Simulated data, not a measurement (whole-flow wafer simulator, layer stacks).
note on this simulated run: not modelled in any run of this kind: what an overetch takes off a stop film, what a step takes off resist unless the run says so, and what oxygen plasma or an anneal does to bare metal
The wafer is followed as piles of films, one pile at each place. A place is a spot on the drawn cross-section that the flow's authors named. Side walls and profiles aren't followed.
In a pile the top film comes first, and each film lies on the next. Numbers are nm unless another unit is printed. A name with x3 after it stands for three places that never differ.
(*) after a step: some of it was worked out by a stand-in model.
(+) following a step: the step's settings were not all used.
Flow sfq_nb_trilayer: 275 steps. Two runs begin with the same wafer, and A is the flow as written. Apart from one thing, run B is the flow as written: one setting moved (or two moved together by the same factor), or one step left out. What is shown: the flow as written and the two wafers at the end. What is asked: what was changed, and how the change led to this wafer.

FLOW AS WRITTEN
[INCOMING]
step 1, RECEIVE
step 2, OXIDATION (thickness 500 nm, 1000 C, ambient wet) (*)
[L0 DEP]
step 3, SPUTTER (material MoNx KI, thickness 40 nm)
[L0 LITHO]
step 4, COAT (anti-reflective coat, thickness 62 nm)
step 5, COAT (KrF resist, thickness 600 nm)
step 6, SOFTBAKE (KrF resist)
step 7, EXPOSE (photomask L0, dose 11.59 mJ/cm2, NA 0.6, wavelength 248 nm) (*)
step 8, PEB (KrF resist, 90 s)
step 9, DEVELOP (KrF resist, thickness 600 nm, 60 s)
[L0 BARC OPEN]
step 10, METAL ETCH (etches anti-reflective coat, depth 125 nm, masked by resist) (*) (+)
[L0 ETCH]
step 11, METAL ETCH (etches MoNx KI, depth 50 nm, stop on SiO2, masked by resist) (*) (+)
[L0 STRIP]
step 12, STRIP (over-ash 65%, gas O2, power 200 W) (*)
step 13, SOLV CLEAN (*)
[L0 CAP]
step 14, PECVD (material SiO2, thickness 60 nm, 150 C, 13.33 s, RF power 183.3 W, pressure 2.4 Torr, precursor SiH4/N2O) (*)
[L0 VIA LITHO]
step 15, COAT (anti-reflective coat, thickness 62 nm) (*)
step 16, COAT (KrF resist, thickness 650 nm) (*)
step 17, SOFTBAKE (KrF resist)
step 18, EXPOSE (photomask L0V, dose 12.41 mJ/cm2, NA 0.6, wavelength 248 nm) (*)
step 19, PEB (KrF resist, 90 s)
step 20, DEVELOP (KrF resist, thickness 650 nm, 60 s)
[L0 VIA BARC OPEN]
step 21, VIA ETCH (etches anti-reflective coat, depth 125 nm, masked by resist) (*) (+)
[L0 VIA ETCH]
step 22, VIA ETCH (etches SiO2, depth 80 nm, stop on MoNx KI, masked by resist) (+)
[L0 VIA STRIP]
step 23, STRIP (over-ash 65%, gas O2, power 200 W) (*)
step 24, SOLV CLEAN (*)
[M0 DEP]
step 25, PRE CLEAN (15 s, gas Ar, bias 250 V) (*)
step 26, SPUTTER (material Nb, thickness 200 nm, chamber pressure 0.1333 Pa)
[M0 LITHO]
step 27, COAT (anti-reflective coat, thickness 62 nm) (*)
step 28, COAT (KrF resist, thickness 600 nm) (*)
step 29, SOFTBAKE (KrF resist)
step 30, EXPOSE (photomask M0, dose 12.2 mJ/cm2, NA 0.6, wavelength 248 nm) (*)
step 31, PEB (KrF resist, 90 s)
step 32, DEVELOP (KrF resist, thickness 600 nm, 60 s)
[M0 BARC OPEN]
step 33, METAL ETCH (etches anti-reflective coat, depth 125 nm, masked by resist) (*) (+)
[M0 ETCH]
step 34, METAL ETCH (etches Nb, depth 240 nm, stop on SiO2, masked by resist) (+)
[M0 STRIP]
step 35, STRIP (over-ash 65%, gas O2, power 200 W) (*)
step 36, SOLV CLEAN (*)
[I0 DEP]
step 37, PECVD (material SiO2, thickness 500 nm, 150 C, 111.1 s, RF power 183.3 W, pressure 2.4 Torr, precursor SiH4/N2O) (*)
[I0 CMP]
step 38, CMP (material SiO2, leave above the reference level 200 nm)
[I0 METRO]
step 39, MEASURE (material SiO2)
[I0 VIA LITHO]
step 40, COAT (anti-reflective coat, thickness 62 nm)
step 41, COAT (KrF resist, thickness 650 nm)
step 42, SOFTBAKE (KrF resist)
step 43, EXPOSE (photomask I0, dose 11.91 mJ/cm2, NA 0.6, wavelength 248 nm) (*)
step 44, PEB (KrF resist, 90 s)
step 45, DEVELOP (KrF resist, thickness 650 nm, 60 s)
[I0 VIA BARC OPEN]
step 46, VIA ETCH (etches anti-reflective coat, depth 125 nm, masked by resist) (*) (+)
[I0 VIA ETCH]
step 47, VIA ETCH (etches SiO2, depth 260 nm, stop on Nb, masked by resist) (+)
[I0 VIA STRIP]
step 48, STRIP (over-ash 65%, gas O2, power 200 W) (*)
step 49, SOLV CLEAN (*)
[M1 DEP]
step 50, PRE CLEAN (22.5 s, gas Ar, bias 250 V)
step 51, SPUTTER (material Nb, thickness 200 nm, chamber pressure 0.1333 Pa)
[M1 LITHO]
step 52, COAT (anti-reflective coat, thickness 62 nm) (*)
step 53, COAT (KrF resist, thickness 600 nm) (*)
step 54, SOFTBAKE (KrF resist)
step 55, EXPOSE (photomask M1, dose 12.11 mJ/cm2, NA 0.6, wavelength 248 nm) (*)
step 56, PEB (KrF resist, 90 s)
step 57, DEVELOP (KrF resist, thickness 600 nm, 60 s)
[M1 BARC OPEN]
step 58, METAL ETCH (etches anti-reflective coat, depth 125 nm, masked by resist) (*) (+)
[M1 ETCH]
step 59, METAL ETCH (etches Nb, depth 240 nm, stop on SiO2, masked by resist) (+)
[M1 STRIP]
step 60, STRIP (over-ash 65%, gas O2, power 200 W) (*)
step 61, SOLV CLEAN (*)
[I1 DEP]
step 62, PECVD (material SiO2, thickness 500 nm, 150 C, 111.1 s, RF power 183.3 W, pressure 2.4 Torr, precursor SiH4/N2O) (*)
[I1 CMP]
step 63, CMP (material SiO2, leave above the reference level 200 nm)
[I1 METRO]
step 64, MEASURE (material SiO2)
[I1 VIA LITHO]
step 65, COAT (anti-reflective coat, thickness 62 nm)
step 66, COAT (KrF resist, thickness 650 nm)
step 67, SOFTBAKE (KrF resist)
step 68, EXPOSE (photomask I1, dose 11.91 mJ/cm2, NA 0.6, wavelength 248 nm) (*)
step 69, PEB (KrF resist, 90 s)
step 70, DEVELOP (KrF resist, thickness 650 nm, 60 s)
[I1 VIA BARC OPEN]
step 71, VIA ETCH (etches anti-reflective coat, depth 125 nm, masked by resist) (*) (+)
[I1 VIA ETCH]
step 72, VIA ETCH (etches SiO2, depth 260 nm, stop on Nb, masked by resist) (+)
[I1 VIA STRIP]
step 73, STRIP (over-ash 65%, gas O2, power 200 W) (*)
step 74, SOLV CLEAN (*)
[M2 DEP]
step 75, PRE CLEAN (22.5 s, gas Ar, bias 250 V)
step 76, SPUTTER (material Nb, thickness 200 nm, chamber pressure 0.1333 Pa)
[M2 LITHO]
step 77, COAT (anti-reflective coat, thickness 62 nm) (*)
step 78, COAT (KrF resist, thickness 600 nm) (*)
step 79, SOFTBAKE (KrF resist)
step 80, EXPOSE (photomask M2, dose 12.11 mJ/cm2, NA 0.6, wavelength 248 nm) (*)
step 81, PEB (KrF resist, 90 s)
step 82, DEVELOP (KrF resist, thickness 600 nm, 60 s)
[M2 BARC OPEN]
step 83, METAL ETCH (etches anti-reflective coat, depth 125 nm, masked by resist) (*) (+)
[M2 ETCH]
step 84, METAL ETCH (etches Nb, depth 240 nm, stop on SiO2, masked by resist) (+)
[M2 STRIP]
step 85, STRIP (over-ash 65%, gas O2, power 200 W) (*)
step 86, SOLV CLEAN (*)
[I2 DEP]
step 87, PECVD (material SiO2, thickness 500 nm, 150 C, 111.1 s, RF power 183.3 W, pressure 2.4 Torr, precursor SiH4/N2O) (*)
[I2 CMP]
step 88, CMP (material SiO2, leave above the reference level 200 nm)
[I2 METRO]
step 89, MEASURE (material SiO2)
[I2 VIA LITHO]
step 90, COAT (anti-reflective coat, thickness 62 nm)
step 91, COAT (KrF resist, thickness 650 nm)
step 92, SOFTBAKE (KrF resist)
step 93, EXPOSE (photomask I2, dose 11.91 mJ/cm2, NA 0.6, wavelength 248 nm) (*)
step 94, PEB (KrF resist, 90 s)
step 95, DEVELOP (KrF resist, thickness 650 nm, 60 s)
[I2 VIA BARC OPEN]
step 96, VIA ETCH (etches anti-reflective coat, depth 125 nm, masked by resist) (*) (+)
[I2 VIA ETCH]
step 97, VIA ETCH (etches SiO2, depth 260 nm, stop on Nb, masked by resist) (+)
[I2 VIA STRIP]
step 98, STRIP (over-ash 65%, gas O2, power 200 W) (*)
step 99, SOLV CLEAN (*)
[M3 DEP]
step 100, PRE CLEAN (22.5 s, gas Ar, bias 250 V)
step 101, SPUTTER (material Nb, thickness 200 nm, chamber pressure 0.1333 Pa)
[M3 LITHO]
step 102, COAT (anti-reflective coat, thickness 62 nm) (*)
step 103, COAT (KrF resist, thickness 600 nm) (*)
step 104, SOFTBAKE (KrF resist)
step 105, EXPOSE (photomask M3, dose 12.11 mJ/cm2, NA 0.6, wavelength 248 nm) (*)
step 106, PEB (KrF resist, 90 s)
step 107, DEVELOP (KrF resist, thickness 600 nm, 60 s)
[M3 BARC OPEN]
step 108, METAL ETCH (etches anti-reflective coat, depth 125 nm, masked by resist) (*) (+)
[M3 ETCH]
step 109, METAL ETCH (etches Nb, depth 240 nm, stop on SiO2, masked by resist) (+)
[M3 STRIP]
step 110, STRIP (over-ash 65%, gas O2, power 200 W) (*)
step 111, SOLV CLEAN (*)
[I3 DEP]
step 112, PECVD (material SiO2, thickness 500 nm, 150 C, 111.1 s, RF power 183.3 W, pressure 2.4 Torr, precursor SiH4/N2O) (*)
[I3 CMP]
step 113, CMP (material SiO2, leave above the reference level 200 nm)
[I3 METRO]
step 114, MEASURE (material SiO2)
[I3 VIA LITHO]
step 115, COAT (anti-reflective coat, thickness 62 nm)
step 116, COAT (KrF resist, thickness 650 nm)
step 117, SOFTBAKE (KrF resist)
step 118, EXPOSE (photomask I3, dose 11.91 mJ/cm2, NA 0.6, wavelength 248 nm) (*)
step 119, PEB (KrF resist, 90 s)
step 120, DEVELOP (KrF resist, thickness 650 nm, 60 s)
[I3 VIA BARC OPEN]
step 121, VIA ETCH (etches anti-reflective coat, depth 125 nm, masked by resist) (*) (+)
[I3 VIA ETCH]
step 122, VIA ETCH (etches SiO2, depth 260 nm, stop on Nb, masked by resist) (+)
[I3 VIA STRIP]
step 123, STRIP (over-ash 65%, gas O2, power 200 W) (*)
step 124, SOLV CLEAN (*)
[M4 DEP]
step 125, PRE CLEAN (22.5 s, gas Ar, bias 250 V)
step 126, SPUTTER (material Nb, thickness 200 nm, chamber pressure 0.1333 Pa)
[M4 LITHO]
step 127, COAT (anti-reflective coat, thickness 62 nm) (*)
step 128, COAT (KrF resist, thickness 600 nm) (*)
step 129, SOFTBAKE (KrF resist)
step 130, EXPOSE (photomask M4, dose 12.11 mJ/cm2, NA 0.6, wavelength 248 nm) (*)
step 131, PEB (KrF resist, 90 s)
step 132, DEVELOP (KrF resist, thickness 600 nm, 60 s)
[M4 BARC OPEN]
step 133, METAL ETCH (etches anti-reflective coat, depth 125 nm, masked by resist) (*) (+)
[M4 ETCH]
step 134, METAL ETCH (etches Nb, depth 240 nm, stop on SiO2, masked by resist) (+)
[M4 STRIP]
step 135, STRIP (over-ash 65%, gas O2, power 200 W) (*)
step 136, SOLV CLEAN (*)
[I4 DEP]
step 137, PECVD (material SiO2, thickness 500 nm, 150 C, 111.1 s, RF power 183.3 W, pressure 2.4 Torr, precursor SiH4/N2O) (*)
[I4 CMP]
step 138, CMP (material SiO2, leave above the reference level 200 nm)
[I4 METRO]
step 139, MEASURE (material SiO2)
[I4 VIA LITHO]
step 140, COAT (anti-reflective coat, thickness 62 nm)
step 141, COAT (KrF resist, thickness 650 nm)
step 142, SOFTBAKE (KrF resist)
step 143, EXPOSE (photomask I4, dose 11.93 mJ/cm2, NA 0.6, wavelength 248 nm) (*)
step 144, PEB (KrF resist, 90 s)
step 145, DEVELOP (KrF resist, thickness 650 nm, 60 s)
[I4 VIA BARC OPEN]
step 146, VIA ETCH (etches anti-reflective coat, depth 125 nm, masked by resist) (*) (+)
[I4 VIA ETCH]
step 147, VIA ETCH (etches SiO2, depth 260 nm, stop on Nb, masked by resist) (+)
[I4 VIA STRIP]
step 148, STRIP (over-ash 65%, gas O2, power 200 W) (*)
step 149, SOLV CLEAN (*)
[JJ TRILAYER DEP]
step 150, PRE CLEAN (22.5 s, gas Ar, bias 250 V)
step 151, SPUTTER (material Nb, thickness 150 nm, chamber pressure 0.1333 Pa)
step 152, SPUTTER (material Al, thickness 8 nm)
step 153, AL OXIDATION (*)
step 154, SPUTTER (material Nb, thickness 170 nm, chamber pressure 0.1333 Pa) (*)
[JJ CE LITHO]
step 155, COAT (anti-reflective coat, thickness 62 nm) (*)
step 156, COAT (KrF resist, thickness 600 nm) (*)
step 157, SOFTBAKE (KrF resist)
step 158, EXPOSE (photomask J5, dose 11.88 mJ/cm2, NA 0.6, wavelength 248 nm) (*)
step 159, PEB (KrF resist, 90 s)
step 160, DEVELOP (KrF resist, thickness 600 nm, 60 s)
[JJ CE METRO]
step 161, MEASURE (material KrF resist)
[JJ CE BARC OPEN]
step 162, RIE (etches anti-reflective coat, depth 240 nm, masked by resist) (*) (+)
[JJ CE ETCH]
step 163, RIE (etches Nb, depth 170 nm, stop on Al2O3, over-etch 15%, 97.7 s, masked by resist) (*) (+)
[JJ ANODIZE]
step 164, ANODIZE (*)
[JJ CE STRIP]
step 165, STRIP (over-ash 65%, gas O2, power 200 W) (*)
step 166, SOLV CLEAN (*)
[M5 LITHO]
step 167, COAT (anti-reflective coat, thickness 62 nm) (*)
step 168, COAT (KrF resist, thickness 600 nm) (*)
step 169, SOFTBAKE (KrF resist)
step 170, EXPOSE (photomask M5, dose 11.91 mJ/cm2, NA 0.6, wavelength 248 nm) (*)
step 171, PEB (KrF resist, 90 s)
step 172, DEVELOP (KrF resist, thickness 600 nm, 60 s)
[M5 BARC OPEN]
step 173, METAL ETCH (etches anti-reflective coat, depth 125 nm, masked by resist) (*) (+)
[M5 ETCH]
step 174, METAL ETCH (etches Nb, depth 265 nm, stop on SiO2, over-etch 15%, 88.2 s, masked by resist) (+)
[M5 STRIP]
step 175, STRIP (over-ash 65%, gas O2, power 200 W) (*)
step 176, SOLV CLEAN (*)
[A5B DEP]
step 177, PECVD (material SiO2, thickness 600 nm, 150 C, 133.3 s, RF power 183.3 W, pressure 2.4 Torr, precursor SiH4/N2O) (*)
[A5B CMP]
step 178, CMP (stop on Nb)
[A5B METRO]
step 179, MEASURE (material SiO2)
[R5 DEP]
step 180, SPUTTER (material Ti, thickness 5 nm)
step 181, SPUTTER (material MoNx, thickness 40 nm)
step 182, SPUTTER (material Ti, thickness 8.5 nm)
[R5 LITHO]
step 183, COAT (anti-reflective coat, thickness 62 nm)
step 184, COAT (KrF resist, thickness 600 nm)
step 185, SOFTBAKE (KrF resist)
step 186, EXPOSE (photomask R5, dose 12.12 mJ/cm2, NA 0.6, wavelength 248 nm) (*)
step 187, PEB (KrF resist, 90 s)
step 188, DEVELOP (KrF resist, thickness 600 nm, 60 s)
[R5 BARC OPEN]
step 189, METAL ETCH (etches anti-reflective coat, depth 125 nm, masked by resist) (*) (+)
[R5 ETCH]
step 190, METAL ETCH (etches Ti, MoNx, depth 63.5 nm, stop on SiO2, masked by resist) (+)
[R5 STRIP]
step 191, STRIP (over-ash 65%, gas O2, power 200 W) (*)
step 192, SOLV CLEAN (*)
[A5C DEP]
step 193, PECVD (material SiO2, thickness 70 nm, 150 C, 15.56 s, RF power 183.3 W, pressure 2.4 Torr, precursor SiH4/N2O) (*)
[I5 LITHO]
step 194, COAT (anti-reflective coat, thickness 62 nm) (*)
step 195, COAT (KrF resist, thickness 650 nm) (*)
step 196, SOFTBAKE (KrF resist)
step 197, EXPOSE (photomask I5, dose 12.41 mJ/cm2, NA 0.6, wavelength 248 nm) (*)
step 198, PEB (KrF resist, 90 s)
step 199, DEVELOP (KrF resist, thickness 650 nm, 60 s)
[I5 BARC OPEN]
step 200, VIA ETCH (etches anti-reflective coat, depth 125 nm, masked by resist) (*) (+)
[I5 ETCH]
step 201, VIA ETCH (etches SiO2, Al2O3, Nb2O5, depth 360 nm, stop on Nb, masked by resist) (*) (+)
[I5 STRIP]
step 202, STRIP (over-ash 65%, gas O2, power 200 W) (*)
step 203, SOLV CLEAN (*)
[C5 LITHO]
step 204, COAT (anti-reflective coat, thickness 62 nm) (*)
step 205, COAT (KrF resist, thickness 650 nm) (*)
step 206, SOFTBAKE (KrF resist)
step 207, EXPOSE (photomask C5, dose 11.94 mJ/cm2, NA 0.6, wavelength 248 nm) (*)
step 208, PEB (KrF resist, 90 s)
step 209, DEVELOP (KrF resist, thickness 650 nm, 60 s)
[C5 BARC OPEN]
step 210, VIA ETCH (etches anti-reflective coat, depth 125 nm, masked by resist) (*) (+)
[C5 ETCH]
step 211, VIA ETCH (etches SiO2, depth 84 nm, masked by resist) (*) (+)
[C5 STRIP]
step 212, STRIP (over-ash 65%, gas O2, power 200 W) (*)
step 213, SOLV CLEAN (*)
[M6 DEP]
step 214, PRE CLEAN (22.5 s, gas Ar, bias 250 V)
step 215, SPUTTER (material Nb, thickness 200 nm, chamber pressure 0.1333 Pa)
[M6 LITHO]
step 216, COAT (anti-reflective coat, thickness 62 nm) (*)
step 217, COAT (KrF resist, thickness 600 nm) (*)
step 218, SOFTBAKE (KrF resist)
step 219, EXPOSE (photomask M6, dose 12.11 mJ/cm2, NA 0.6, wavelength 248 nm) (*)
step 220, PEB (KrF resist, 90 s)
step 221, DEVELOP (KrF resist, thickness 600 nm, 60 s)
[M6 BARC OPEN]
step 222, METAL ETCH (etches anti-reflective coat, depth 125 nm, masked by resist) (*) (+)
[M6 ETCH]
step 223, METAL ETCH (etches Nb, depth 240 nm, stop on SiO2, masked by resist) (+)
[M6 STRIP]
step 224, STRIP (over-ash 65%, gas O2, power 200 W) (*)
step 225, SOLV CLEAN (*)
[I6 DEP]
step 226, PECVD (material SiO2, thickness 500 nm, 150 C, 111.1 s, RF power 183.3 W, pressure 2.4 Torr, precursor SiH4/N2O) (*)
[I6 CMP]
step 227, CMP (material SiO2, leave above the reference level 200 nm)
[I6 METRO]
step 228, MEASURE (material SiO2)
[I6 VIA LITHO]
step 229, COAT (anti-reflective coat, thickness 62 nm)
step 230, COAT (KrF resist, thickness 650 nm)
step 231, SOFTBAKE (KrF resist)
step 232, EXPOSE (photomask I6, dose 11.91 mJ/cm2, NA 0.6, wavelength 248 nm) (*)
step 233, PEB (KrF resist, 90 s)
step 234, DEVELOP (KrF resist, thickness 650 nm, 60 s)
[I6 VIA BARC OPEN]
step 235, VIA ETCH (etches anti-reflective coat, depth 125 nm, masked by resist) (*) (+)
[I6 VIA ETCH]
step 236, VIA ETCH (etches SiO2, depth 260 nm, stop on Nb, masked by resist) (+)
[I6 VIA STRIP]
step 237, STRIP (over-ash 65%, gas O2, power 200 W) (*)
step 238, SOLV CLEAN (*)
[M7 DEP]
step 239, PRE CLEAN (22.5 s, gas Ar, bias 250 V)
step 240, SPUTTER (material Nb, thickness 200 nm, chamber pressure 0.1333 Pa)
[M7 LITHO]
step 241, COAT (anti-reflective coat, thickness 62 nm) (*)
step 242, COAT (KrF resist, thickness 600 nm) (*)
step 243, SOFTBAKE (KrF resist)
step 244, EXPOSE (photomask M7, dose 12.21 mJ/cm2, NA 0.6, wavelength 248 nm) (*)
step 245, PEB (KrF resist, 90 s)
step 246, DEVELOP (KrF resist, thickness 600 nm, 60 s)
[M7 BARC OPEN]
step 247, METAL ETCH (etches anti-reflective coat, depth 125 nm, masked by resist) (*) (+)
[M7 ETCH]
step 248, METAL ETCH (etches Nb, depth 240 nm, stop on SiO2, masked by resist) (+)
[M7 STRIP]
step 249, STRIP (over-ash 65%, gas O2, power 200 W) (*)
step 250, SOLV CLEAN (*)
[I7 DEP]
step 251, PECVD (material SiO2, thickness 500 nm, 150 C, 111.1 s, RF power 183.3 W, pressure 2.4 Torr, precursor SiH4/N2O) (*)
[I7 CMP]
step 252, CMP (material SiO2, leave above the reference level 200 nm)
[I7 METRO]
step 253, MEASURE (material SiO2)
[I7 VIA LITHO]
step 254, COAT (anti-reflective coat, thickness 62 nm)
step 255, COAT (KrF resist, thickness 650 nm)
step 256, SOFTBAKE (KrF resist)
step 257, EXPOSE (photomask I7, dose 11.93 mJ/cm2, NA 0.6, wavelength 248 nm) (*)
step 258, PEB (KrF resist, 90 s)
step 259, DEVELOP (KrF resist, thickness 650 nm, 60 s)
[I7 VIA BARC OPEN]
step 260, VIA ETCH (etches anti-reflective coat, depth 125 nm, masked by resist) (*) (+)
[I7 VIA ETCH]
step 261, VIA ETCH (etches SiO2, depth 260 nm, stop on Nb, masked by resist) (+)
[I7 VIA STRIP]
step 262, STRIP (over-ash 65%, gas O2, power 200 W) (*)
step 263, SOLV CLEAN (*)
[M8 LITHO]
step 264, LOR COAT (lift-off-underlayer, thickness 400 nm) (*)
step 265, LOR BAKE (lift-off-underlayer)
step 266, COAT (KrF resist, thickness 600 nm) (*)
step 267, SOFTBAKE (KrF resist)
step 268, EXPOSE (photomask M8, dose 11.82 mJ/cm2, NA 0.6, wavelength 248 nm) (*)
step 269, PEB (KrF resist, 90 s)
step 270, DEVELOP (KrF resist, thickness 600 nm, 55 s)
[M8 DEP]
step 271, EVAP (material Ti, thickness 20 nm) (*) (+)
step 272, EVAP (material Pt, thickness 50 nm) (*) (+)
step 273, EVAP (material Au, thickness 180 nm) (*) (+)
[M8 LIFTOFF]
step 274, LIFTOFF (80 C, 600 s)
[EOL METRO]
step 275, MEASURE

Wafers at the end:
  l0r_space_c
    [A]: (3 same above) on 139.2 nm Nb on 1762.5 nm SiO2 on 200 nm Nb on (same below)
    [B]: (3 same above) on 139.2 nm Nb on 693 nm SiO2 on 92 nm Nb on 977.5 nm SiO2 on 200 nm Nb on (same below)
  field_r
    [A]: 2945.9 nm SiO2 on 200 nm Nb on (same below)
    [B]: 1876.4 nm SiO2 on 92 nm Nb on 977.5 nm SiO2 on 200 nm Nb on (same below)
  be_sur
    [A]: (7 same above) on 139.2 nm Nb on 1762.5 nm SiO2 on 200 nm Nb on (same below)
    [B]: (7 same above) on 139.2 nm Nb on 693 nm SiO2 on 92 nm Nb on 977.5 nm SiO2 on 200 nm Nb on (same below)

Cause: step 109, METAL ETCH: depth 108 nm was run, though the flow has depth 240 nm.

How this came from the change, step by step:
  step 109, METAL ETCH (etches Nb, depth 240 nm, stop on SiO2, masked by resist) (+)
      field_l, be, be_sur and 72 more: A Nb loses 200 (all of it) | B Nb loses 108
      v_sur, via_wl, via_w and 28 more: A KrF resist loses 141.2 | B KrF resist loses 63.5
  step 110, STRIP (over-ash 65%, gas O2, power 200 W) (*)
      p4_w1, p4_w2, p4_w3 and 21 more: A KrF resist loses 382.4 (all of it), anti-reflective coat loses 62 (all of it) | B KrF resist loses 460 (all of it), anti-reflective coat loses 62 (all of it)
      v_sur: A KrF resist loses 365.3 (all of it), anti-reflective coat loses 61.1 (all of it) | B KrF resist loses 443 (all of it), anti-reflective coat loses 61.1 (all of it)
      (also at 6 further places)
  step 112, PECVD (material SiO2, thickness 500 nm, 150 C, 111.1 s, RF power 183.3 W, pressure 2.4 Torr, precursor SiH4/N2O) (*)
      field_l, be, be_sur and 64 more: A SiO2 gains 500 | B SiO2 gains 500 (new film)
      p4_g1, p4_g2, p3_s0, p3_s1, p3_s2, p3_s3, p3_s4, p3_s5: A SiO2 gains 557.1 | B SiO2 gains 500 (new film)
  step 113, CMP (material SiO2, leave above the reference level 200 nm)
      field_l, be, be_sur and 64 more: A SiO2 loses 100 | B SiO2 loses 192
      p4_g1, p4_g2, p3_s0, p3_s1, p3_s2, p3_s3, p3_s4, p3_s5: A SiO2 loses 157.1 | B SiO2 loses 192
With metal films that touch counted as one body, l0r_space_c has 3 bodies (between them, from the top down: SiO2 693; SiO2 977.5); the flow as written gives 2 bodies (between them, from the top down: SiO2 1762.5).
With metal films that touch counted as one body, field_r has 2 bodies (between them, from the top down: SiO2 977.5); the flow as written gives 1 body.
With metal films that touch counted as one body, be_sur has 5 bodies (between them, from the top down: SiO2 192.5; SiO2 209 / Al2O3 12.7 / Nb2O5 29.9; SiO2 693; SiO2 977.5); the flow as written gives 4 bodies (between them, from the top down: SiO2 192.5; SiO2 209 / Al2O3 12.7 / Nb2O5 29.9; SiO2 1762.5).
